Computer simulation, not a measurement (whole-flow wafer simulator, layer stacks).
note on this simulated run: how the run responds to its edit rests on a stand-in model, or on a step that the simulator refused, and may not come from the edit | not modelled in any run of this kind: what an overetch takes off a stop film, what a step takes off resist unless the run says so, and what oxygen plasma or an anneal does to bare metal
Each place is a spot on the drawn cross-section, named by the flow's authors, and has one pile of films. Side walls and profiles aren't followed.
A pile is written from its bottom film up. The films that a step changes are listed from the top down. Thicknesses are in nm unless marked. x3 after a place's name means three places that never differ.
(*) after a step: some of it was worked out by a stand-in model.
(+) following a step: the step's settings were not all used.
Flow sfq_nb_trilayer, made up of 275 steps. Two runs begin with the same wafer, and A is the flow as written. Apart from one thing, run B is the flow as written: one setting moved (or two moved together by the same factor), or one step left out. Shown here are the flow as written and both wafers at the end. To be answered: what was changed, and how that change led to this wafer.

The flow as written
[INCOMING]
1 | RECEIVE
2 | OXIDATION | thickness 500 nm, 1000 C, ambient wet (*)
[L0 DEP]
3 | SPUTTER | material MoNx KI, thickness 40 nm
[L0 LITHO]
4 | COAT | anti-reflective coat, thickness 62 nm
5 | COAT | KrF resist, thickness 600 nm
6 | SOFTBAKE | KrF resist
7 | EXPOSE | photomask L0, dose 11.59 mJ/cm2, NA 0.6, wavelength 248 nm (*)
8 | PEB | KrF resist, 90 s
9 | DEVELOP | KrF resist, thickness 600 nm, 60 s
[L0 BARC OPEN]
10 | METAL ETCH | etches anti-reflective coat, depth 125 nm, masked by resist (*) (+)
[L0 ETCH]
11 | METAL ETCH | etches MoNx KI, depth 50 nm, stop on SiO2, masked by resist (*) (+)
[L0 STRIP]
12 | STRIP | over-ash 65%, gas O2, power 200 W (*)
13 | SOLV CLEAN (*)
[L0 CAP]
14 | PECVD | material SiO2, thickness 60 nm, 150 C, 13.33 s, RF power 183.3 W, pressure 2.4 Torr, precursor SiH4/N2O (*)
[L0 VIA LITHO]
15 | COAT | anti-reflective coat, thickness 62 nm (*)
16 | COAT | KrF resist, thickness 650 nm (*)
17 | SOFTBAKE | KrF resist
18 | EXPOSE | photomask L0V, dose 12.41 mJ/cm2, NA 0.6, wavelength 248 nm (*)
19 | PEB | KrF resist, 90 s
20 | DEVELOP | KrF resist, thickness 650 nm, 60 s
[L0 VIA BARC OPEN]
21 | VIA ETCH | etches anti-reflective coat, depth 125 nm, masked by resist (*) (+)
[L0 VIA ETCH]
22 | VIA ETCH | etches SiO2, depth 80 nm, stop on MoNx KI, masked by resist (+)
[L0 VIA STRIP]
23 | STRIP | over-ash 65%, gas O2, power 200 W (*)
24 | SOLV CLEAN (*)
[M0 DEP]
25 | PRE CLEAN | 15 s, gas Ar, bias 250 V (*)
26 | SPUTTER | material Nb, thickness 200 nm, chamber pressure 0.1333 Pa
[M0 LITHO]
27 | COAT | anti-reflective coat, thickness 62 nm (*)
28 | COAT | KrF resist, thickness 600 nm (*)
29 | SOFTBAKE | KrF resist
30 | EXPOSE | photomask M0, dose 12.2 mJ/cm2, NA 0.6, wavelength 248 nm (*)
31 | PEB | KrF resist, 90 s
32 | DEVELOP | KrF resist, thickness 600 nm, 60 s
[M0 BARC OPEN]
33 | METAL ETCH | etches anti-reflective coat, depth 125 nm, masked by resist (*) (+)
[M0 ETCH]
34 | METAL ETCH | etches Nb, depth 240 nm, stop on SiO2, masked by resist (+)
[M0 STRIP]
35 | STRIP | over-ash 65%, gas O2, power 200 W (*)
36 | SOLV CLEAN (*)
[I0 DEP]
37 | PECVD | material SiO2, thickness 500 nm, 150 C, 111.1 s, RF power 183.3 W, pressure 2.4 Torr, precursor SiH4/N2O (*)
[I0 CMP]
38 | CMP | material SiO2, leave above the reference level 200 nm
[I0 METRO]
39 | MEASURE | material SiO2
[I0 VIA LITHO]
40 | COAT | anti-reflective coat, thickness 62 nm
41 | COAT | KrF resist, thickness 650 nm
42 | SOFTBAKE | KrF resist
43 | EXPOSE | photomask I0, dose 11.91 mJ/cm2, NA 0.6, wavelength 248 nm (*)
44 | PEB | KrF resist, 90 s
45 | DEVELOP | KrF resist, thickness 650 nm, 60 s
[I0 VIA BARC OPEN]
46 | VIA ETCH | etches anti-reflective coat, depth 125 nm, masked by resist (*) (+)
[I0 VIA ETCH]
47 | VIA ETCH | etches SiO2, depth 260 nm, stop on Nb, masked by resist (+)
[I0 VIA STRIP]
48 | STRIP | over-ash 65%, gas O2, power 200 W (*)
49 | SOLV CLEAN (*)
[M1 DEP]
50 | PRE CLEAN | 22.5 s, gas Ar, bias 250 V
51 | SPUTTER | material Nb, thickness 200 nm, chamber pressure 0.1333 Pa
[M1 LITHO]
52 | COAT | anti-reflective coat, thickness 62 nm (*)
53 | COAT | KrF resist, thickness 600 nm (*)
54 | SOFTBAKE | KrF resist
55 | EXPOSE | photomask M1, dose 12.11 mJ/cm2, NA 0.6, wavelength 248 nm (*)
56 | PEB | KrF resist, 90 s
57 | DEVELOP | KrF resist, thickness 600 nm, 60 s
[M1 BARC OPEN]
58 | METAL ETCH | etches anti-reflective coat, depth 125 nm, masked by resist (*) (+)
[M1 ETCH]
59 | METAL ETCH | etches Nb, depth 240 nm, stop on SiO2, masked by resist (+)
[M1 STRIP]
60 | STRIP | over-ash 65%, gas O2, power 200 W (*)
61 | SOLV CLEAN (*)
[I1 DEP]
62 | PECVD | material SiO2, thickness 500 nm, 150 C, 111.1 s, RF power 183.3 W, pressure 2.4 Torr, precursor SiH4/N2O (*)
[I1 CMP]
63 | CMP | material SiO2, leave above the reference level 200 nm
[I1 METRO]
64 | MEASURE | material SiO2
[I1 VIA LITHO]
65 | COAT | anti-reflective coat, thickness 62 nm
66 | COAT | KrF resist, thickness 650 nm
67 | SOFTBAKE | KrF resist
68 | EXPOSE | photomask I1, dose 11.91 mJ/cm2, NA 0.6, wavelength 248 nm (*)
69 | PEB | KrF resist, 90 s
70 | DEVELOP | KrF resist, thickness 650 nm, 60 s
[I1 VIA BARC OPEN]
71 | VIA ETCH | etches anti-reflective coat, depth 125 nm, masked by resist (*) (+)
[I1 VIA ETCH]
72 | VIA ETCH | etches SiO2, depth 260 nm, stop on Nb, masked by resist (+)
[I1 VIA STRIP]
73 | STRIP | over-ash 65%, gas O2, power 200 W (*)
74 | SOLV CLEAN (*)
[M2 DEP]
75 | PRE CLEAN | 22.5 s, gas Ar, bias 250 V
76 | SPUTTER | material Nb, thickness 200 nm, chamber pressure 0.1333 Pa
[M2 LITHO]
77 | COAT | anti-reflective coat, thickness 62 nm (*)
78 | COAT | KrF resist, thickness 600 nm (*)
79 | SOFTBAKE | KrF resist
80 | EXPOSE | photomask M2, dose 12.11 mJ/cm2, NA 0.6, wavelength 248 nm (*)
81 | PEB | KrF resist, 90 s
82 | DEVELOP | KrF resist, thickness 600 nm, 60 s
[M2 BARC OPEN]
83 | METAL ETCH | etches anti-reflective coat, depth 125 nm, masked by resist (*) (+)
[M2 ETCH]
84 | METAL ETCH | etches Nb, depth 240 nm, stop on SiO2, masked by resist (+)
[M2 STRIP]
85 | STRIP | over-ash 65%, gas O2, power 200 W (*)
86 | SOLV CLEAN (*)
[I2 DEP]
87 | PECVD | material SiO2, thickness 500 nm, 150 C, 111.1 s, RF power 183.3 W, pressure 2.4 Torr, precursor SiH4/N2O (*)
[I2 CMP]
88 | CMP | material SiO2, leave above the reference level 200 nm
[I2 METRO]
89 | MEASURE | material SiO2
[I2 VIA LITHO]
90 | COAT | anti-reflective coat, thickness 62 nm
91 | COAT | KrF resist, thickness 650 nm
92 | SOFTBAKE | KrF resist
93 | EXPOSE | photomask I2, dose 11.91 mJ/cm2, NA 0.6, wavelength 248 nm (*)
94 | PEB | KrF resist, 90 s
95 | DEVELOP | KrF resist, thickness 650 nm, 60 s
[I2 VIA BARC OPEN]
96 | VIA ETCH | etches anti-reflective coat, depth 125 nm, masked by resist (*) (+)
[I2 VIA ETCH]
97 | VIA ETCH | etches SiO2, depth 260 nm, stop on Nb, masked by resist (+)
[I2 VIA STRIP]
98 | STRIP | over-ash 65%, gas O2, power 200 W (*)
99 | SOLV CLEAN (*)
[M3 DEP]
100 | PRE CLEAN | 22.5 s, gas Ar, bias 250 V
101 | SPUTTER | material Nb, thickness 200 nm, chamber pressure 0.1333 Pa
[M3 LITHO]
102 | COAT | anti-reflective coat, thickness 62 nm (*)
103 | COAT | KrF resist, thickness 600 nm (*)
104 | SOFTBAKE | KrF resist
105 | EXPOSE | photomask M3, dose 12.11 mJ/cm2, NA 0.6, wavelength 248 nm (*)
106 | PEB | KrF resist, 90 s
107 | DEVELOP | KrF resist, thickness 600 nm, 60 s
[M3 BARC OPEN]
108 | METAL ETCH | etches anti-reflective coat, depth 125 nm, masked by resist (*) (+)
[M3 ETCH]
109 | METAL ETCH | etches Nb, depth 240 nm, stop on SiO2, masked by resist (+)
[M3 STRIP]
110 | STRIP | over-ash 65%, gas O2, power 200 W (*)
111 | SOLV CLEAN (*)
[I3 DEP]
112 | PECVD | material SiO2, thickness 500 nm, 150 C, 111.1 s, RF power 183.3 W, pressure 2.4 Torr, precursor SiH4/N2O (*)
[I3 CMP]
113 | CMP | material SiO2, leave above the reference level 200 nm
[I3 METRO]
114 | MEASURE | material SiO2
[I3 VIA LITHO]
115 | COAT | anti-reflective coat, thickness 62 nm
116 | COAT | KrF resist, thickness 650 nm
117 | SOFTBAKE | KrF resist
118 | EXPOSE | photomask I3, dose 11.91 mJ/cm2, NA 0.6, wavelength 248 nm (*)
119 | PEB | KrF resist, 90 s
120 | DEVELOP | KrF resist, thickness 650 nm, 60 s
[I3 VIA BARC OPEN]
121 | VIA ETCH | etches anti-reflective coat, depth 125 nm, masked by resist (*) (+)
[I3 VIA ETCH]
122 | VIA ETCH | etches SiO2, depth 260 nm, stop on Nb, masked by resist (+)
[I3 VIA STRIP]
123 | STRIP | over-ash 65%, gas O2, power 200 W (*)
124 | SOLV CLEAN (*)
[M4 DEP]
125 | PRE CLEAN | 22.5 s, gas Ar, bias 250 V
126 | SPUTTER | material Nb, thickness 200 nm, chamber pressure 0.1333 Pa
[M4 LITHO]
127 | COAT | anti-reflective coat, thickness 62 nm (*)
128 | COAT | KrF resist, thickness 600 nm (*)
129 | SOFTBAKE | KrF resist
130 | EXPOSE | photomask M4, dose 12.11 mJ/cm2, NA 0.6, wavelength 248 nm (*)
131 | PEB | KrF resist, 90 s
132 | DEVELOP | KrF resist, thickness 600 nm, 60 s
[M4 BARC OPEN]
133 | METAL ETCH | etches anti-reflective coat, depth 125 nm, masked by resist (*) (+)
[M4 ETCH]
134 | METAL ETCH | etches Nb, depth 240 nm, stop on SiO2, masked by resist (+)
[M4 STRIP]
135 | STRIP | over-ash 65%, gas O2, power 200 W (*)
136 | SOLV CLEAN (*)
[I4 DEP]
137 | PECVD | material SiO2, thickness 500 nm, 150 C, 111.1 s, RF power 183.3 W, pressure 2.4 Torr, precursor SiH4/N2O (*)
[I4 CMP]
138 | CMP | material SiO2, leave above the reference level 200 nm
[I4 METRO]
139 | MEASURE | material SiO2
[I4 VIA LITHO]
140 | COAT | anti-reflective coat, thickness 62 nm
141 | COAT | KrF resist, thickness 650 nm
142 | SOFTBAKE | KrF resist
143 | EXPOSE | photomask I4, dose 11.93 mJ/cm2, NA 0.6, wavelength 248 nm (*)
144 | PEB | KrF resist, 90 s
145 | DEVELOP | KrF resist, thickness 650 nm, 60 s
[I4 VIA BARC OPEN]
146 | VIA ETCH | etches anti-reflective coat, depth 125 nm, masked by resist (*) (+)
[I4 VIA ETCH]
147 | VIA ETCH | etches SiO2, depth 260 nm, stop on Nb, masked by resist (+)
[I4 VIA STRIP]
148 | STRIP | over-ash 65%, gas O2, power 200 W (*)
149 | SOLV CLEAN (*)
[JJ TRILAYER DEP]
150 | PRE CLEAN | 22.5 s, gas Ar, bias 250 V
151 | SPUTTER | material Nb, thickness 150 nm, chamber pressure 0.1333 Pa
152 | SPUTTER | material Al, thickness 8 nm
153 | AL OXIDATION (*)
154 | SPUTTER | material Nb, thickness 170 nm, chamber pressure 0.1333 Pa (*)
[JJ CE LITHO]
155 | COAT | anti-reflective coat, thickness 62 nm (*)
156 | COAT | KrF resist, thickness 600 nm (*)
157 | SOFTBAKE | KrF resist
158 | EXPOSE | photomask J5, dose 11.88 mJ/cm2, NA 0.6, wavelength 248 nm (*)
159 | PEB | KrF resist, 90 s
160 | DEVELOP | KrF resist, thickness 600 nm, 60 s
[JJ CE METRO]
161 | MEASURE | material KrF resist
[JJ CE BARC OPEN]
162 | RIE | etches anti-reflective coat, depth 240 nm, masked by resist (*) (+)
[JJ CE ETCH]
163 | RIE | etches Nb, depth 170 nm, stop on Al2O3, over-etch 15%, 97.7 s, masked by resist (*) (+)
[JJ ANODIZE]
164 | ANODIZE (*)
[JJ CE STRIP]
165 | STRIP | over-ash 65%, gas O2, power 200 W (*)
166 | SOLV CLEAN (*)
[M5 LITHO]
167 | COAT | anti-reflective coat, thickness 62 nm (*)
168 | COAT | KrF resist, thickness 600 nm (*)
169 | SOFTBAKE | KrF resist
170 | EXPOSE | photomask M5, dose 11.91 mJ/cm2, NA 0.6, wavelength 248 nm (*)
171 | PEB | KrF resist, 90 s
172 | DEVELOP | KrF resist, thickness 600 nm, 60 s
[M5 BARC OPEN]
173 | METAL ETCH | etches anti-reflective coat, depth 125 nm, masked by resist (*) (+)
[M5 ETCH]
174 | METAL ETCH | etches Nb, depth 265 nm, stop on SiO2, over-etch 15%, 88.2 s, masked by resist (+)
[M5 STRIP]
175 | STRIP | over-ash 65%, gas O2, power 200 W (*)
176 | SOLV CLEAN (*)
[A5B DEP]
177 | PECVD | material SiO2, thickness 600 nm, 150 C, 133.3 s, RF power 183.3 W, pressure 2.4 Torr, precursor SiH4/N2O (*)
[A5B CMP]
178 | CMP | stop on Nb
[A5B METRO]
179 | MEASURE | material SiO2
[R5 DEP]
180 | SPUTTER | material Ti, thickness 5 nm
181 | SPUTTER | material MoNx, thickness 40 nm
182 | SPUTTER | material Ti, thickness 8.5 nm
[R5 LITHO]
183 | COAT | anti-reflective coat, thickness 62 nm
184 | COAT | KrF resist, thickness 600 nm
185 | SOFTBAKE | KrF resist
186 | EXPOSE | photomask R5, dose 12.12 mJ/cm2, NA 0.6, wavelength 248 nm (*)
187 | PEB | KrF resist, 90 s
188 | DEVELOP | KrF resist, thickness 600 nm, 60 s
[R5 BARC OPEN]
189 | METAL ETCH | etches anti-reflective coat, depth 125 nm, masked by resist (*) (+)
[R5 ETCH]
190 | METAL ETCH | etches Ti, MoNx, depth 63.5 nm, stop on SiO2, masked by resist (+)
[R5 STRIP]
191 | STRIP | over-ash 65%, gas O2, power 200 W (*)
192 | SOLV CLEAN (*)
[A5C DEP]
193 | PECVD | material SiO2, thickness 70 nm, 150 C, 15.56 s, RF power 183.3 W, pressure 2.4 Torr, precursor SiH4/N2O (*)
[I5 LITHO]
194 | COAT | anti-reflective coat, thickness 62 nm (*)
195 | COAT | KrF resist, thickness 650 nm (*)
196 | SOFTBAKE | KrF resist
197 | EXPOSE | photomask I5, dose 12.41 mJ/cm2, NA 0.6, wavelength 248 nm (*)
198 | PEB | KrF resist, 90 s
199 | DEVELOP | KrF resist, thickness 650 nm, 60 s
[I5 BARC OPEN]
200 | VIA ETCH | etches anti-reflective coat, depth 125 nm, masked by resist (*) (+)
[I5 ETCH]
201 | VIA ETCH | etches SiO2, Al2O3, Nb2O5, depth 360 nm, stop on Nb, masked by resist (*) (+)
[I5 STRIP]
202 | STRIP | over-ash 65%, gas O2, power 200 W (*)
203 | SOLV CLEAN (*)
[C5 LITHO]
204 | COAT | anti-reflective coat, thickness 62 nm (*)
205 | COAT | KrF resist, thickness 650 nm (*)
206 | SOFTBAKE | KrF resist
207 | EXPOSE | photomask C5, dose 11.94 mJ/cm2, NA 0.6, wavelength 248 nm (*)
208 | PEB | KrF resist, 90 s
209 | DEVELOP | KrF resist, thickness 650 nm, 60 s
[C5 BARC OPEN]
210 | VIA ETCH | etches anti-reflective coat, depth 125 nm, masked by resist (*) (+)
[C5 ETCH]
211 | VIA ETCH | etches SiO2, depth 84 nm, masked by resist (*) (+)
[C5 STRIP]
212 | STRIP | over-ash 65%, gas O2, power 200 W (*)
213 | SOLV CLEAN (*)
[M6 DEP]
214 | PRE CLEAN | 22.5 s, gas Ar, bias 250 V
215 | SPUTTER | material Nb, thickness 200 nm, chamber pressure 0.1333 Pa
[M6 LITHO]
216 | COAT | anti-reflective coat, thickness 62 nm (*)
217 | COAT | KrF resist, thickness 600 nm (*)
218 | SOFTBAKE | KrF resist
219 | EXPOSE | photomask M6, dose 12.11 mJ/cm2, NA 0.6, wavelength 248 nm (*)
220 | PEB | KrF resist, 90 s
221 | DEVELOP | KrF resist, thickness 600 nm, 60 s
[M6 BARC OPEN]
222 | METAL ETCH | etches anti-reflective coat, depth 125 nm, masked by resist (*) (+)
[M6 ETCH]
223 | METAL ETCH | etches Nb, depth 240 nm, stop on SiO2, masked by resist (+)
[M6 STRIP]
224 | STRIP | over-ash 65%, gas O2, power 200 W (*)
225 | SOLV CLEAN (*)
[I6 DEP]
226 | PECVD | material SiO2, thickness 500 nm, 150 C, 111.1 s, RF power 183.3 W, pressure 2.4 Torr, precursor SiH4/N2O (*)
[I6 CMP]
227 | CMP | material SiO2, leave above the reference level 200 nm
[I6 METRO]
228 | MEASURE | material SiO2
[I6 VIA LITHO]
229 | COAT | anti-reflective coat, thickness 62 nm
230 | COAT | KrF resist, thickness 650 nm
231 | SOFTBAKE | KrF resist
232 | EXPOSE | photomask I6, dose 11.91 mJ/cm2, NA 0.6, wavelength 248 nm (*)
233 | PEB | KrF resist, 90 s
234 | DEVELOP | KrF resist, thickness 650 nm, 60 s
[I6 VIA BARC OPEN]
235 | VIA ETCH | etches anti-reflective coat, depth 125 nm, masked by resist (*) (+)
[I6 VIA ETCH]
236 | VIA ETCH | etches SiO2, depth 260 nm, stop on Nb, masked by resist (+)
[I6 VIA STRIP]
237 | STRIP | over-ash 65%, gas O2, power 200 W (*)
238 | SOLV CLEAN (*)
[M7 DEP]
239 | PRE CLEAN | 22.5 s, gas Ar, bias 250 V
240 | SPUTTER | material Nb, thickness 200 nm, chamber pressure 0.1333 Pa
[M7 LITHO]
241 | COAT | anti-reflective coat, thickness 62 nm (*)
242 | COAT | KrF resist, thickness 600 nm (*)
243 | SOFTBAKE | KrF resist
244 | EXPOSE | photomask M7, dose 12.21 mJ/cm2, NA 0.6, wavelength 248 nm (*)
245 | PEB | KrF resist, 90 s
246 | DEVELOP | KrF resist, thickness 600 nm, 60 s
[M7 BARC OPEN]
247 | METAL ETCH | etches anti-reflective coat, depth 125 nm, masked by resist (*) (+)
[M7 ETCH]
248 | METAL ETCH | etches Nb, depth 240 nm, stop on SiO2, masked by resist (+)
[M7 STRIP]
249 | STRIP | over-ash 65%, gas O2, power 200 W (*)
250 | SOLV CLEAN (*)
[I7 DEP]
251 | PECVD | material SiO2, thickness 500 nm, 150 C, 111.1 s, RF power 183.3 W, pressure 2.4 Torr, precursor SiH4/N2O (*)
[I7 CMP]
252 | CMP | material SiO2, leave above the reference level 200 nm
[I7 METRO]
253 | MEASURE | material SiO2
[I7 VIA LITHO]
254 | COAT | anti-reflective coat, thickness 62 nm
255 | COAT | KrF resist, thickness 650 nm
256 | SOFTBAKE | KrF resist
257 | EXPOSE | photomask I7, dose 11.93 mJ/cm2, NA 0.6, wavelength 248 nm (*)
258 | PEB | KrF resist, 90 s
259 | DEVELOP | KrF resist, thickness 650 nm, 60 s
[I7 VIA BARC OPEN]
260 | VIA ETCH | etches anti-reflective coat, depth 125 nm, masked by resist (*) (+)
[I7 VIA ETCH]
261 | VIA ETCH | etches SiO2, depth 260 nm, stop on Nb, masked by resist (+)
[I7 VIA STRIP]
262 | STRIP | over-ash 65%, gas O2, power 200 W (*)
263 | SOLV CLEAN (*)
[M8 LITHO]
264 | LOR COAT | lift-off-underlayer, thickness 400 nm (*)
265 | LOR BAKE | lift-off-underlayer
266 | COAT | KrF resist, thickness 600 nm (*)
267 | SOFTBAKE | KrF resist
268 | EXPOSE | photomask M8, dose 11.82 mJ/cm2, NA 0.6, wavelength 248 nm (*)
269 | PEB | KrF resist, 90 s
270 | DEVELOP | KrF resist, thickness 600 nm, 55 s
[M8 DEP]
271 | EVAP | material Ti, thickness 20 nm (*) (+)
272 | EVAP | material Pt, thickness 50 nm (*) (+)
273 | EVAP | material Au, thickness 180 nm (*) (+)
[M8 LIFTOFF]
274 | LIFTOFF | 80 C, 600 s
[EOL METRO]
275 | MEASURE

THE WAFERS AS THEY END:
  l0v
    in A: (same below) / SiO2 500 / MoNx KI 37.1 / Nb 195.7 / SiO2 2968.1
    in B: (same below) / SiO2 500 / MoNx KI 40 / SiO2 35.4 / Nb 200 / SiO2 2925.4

Cause: step 21, VIA ETCH: etches anti-reflective coat, depth 125 nm, masked by resist (*) (+), was skipped.

How this came from the change, step by step:
  22 | VIA ETCH | etches SiO2, depth 80 nm, stop on MoNx KI, masked by resist (+)
      l0v: A -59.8 SiO2 (all of it) | B -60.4 anti-reflective coat (all of it), -19.6 SiO2
  23 | STRIP | over-ash 65%, gas O2, power 200 W (*)
      p4_fl, p4_fm, p4_w1 and 70 more: A -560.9 KrF resist (all of it), -62 anti-reflective coat (all of it) | B -611.3 KrF resist (all of it), -62 anti-reflective coat (all of it)
      gap, jj_sur, r_sur, res: A -567.9 KrF resist (all of it), -63.7 anti-reflective coat (all of it) | B -618.3 KrF resist (all of it), -63.7 anti-reflective coat (all of it)
      (also at 28 further places)
  25 | PRE CLEAN | 15 s, gas Ar, bias 250 V (*)
      l0v: A -2.91 MoNx KI | B -5 SiO2
  26 | SPUTTER | material Nb, thickness 200 nm, chamber pressure 0.1333 Pa
      l0v: A +195.7 Nb (new film) | B +200 Nb (new film)
  27 | COAT | anti-reflective coat, thickness 62 nm (*)
      l0_sur: A +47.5 anti-reflective coat (new film) | B +52 anti-reflective coat (new film)
      l0v: A +78 anti-reflective coat (new film) | B +66.2 anti-reflective coat (new film)
  28 | COAT | KrF resist, thickness 600 nm (*)
      l0v: A +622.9 KrF resist (new film) | B +600.6 KrF resist (new film)
  35 | STRIP | over-ash 65%, gas O2, power 200 W (*)
      l0_sur: A -372 KrF resist (all of it), -47.5 anti-reflective coat (all of it) | B -373.8 KrF resist (all of it), -52 anti-reflective coat (all of it)
      l0v: A -405.3 KrF resist (all of it), -78 anti-reflective coat (all of it) | B -383 KrF resist (all of it), -66.2 anti-reflective coat (all of it)
  38 | CMP | material SiO2, leave above the reference level 200 nm
      l0v: A -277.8 SiO2 | B -320.4 SiO2
If metal films that touch count as one body, l0v has 2 bodies (between them, from the top down: SiO2 35.4); the flow as written gives 1 body.
